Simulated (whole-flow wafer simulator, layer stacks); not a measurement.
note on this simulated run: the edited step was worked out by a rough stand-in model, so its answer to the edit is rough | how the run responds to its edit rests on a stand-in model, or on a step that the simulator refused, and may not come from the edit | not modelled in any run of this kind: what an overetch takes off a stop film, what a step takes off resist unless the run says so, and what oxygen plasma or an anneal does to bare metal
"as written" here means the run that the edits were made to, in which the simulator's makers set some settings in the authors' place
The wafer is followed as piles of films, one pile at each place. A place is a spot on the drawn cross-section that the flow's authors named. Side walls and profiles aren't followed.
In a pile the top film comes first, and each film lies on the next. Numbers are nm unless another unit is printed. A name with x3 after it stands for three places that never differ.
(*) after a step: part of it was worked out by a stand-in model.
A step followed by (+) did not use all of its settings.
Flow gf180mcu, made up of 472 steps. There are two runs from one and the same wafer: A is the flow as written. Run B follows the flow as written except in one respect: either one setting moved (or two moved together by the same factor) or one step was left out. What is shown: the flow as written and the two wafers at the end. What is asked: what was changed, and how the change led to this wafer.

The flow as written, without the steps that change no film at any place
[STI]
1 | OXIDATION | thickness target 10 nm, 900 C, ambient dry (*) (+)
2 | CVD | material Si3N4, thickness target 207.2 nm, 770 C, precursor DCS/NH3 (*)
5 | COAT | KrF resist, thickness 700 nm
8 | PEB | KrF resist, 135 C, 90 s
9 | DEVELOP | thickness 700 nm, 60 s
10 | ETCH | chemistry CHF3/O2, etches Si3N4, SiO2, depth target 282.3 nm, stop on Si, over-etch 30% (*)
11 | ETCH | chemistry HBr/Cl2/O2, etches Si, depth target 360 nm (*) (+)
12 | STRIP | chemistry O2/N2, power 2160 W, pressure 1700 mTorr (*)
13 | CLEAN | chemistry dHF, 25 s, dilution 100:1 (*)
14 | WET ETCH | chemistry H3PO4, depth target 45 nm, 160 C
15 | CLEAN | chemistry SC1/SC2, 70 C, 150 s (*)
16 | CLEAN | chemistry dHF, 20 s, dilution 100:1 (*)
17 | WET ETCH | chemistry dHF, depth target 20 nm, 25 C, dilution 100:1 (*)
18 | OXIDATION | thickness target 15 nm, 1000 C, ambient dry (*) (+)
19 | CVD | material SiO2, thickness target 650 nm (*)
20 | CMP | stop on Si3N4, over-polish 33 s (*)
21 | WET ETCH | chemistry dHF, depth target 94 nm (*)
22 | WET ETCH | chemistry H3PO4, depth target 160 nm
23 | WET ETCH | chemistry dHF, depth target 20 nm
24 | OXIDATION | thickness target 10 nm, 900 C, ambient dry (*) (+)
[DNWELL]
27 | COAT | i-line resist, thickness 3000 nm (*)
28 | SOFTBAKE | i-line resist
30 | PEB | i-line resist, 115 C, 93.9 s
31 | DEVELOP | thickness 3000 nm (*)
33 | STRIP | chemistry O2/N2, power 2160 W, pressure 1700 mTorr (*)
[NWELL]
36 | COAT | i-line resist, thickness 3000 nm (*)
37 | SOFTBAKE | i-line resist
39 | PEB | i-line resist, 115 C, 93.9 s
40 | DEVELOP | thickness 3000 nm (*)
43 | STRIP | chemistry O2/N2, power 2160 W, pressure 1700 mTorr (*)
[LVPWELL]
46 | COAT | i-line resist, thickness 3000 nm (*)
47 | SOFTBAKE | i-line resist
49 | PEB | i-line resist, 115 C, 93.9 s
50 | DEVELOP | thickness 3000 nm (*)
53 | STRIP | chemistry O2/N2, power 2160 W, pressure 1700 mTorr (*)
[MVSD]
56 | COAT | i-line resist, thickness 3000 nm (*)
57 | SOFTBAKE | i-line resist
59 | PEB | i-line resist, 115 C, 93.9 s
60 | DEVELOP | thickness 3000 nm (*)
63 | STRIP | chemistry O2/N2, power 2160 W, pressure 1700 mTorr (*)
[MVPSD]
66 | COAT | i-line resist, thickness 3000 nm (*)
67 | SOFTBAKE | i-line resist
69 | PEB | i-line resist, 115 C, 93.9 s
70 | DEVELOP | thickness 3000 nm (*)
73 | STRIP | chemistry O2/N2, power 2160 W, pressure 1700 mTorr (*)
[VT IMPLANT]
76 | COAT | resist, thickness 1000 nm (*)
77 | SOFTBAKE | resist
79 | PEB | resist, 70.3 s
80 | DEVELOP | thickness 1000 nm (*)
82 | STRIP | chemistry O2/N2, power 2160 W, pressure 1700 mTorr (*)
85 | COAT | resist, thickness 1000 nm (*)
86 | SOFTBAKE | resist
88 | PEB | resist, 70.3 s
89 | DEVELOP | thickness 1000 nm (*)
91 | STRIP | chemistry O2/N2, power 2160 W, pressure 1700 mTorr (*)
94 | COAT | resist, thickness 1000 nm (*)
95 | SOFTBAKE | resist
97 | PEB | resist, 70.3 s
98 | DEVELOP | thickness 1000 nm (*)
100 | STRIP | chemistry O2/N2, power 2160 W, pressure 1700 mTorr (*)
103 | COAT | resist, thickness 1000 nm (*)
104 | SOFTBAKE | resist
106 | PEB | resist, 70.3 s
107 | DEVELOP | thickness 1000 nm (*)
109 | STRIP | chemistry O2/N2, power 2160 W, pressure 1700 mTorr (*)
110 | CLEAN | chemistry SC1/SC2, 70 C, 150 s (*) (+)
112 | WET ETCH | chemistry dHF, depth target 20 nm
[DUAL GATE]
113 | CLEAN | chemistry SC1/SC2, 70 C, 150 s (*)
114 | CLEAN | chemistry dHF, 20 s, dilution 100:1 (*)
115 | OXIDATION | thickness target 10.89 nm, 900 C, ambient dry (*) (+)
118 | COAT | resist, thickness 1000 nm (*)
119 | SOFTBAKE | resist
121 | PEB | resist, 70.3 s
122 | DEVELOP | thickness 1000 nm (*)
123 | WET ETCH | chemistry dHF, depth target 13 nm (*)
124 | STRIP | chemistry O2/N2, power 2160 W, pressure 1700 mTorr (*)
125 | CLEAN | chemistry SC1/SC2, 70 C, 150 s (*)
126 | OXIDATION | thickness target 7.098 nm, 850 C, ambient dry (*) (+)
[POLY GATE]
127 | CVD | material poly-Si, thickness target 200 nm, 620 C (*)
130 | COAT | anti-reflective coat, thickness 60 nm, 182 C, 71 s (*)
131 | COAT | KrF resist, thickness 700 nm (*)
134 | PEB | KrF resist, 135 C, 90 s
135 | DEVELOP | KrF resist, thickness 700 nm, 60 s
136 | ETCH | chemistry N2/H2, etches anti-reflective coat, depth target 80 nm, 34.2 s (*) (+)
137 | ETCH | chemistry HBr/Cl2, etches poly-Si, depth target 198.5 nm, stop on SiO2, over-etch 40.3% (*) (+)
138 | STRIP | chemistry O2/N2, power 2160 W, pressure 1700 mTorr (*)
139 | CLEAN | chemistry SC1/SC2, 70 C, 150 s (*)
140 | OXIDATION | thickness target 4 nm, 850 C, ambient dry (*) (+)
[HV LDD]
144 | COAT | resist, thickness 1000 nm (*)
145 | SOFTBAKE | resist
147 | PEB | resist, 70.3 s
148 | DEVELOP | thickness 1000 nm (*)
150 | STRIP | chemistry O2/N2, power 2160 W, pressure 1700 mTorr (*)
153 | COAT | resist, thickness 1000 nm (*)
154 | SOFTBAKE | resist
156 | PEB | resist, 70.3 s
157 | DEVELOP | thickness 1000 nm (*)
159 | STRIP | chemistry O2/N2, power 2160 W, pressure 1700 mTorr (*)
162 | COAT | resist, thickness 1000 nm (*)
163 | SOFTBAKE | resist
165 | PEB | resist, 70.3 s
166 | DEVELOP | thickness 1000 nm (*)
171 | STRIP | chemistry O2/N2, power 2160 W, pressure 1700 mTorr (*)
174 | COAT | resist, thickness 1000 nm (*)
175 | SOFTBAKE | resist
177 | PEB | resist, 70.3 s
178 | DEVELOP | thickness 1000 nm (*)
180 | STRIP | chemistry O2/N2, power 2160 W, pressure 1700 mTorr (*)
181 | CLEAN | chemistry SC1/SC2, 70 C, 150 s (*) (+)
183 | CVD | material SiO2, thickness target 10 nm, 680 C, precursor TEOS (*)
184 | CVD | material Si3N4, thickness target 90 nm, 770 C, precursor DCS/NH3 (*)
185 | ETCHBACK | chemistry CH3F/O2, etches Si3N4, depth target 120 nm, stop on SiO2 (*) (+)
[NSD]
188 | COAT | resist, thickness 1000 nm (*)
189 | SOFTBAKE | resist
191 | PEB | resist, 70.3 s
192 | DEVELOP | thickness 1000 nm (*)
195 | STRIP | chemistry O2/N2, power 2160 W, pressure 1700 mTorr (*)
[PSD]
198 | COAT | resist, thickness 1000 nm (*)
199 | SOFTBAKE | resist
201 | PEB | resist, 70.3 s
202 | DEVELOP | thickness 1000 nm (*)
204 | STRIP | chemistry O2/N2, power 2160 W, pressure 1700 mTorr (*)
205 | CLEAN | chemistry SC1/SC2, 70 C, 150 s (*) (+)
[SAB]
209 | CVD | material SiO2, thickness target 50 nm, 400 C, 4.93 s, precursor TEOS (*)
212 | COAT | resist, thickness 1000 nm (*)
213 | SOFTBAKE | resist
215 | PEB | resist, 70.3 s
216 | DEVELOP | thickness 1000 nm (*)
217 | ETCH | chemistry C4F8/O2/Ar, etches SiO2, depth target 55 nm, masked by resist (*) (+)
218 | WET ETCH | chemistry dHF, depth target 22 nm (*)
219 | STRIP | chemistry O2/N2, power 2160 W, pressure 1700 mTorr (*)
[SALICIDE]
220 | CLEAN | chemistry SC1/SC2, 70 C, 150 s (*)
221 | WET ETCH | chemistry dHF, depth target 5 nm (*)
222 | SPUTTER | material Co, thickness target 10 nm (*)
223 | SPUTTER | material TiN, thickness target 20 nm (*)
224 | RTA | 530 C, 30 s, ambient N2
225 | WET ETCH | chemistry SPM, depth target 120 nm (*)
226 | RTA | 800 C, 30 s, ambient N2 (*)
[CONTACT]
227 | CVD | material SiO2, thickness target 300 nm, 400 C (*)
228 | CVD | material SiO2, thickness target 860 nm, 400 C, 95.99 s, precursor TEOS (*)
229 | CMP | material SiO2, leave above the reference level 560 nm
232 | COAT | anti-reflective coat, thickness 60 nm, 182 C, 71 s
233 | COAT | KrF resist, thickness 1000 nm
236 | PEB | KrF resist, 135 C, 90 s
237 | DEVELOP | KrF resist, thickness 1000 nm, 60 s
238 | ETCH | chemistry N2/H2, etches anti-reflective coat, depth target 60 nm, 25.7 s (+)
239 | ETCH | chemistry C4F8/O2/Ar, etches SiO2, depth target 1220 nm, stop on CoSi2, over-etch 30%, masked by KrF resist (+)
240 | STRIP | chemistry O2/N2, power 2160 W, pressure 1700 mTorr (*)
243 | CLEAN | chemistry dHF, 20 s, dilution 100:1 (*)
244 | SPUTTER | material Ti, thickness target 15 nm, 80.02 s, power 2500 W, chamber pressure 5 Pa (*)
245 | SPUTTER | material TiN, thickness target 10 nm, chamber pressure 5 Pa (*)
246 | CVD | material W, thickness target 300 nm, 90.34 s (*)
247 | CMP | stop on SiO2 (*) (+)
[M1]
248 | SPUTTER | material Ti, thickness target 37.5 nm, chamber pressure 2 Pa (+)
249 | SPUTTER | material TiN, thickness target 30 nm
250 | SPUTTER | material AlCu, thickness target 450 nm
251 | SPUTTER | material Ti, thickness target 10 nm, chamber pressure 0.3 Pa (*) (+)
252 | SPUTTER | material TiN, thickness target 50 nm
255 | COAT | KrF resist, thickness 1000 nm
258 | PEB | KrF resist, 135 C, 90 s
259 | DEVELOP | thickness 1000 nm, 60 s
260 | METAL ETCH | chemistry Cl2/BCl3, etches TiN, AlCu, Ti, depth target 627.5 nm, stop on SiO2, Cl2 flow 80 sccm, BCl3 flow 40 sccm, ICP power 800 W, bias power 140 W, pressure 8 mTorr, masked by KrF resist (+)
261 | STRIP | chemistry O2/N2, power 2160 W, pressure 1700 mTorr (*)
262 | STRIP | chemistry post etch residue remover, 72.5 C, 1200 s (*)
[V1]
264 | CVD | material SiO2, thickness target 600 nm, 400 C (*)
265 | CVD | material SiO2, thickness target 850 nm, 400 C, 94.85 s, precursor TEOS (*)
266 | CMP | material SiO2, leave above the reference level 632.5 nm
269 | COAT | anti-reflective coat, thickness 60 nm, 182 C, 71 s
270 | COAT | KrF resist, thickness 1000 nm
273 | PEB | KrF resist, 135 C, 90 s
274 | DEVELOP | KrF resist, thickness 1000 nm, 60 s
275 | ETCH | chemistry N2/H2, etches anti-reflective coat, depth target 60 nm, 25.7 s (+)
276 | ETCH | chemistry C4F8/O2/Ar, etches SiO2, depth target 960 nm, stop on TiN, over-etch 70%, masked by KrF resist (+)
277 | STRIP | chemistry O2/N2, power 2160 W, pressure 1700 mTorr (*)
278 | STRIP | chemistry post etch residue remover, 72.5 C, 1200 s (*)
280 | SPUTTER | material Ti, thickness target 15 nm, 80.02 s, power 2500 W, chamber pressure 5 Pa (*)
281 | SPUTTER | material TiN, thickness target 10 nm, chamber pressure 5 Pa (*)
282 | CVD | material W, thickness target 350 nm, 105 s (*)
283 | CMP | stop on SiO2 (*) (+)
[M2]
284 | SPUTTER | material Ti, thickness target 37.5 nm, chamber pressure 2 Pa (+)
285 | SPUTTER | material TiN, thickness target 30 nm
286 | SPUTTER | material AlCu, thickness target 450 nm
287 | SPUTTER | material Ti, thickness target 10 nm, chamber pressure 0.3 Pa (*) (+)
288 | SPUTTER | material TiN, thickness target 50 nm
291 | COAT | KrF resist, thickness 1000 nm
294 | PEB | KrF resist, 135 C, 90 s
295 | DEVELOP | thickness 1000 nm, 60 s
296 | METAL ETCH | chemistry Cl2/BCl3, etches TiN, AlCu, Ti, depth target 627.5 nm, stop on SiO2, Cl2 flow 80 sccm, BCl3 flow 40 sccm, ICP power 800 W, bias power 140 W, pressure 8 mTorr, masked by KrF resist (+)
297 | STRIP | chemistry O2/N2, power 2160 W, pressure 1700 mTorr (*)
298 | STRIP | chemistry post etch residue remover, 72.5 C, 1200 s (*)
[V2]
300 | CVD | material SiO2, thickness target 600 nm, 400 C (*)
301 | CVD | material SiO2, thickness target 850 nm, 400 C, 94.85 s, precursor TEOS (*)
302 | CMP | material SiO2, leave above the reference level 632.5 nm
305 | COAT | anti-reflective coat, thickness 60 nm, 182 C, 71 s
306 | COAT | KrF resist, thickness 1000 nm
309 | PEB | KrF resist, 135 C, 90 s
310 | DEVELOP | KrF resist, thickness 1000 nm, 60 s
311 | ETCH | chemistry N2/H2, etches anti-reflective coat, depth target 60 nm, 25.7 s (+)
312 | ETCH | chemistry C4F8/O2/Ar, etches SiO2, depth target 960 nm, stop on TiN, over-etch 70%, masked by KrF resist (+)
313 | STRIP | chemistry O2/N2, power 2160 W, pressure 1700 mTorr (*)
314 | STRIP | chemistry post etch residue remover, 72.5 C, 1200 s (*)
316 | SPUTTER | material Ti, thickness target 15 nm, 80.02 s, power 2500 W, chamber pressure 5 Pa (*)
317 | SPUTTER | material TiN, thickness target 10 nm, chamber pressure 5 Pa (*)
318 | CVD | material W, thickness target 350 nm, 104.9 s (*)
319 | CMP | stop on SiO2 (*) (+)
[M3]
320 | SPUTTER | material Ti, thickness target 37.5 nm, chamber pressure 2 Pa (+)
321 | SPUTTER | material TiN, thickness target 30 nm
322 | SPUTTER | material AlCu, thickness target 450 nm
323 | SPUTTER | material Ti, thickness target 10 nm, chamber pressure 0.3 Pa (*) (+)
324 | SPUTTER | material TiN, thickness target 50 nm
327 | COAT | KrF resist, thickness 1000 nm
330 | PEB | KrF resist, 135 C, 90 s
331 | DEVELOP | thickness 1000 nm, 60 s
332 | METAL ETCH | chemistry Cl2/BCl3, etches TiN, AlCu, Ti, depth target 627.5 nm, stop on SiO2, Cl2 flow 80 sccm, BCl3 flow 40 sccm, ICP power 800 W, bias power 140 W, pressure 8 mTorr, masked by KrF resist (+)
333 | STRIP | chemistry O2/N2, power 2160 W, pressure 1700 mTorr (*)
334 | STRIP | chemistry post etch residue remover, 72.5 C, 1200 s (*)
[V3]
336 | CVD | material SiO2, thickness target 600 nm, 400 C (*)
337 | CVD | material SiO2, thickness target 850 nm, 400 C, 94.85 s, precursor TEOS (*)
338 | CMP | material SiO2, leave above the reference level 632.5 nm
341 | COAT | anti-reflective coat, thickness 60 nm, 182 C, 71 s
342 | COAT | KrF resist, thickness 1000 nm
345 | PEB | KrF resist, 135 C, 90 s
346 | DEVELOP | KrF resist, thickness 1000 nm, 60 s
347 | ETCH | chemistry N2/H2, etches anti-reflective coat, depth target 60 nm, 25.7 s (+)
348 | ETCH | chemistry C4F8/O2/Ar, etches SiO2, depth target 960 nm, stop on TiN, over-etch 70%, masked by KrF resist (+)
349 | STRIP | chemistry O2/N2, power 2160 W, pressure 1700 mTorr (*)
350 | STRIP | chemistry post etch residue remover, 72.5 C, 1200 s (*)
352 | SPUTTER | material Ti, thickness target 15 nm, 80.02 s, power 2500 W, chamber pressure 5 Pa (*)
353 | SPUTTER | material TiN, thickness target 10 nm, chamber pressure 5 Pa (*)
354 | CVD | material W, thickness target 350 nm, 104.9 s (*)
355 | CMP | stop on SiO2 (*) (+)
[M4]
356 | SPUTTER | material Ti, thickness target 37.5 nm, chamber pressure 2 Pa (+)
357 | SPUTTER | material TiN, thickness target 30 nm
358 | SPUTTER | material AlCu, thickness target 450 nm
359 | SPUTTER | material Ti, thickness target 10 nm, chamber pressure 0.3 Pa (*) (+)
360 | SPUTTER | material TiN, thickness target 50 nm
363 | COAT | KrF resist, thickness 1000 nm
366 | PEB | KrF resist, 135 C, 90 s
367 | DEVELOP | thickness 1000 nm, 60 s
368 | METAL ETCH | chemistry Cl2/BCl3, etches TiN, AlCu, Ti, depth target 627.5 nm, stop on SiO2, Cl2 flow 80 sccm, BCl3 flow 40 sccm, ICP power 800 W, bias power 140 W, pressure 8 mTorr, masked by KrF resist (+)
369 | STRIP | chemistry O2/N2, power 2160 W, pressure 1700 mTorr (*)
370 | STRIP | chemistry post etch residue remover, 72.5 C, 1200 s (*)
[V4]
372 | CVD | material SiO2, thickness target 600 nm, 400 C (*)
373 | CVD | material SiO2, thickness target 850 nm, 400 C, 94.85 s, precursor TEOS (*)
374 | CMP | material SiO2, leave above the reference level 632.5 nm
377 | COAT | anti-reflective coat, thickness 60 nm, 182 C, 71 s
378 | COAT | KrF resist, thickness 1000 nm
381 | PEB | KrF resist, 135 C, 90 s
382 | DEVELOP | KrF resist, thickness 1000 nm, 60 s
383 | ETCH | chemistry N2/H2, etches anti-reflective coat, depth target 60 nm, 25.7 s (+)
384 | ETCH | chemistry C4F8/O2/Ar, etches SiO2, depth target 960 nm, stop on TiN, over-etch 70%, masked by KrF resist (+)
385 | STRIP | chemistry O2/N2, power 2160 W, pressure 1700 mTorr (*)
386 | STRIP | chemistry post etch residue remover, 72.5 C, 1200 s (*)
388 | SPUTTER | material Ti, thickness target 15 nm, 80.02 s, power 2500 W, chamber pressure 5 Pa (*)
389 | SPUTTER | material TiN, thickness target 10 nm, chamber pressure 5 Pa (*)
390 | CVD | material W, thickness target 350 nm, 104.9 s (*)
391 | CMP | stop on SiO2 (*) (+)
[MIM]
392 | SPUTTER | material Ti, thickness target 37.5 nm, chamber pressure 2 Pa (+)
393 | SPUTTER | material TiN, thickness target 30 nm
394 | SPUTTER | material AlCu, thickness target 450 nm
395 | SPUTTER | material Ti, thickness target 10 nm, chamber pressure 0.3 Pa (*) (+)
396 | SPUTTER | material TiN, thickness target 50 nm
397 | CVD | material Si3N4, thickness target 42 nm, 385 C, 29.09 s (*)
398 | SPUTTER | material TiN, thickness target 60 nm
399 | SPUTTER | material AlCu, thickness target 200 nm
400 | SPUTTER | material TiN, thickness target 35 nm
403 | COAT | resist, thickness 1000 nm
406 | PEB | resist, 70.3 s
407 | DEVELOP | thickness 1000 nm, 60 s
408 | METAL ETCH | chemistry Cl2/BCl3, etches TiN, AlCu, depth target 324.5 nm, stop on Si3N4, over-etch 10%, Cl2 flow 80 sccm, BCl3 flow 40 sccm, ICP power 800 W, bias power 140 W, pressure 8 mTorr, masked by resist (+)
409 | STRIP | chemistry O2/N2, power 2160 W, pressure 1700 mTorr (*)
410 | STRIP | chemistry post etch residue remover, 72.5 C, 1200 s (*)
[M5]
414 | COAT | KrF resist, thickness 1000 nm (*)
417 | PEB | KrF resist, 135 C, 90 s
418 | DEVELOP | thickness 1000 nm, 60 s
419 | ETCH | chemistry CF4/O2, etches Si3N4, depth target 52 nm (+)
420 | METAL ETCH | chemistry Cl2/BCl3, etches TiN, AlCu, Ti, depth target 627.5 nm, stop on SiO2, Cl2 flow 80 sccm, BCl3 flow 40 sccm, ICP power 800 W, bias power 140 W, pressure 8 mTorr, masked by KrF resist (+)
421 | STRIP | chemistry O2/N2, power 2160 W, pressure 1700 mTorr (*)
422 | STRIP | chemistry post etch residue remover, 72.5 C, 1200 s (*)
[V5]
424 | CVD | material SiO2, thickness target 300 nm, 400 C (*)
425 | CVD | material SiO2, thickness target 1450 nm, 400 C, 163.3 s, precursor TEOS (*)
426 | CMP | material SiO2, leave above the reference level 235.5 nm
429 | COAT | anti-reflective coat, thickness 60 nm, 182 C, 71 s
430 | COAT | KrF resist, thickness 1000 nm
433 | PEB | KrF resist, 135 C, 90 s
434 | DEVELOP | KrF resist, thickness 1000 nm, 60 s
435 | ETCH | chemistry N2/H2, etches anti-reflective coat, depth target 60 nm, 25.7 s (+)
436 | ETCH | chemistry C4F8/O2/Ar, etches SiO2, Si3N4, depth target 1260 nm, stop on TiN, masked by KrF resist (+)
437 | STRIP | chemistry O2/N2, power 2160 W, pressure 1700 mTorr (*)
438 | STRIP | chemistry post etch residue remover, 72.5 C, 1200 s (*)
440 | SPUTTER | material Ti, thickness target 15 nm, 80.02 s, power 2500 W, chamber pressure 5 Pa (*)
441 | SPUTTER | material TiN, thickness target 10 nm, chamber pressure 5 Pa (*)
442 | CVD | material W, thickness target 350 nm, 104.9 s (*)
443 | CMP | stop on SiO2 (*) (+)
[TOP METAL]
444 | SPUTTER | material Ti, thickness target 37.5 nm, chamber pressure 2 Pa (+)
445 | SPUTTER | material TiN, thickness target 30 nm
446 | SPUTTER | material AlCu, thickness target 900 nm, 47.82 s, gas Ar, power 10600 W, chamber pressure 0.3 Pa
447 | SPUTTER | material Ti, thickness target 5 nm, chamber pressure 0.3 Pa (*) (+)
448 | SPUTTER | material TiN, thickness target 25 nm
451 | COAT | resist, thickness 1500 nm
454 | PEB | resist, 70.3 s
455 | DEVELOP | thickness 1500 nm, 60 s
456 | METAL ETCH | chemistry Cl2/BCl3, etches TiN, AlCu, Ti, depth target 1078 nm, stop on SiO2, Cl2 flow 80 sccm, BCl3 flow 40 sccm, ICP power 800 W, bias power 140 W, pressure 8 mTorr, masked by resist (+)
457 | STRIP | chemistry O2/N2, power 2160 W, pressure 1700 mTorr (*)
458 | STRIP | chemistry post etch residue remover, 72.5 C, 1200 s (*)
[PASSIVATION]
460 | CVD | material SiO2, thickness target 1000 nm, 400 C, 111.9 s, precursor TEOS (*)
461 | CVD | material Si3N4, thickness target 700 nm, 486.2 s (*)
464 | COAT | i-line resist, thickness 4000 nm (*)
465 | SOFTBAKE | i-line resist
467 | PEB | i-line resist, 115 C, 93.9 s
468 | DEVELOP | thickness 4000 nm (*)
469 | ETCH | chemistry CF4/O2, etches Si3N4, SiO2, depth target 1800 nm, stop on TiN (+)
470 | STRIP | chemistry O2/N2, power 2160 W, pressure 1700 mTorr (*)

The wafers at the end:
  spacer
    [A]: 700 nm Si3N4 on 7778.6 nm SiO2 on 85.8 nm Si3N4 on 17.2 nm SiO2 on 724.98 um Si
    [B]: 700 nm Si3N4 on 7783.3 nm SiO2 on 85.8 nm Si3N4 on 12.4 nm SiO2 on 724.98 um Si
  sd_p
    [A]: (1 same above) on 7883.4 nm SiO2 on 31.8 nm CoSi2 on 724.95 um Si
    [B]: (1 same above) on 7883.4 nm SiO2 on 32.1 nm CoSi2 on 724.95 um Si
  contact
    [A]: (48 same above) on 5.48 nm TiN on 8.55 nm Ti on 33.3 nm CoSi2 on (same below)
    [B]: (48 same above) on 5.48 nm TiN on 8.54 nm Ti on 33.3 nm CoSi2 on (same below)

The reason: step 183, CVD: thickness target 5.25 nm was run, though the flow has thickness target 10 nm.

The path from the change to this, step by step:
  183 | CVD | material SiO2, thickness target 10 nm, 680 C, precursor TEOS (*)
      field, field__w1, field__w2 and 99 more: A SiO2 gains 10 | B SiO2 gains 5.25
      ld_drift_p: A SiO2 gains 9.87 | B SiO2 gains 5.18
      (also at 1 further place)
  189 | SOFTBAKE | resist
      field: A resist gains 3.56 | B resist loses 0.36
      active_hv: A resist gains 2.68 | B resist loses 0.53
      (also at 1 further place)
  199 | SOFTBAKE | resist
      field: A resist gains 3.56 | B resist loses 0.36
      active_hv: A resist gains 2.68 | B resist loses 0.53
      (also at 1 further place)
  218 | WET ETCH | chemistry dHF, depth target 22 nm (*)
      gate, gate_hv, gate_p and 23 more: A SiO2 loses 5.48 (all of it) | B SiO2 loses 0.73 (all of it)
      active, p_well, sd_n, iso_ptap_pw, iso_ntap_nw, iso_ptap_sub, vpnp_e: A SiO2 loses 9.01 (all of it) | B SiO2 loses 4.26 (all of it)
      (also at 16 further places)
  229 | CMP | material SiO2, leave above the reference level 560 nm
      field__w2: A SiO2 loses 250 | B SiO2 loses 244.2
      field__w3: A SiO2 loses 232.3 | B SiO2 loses 226.4
      (also at 3 further places)
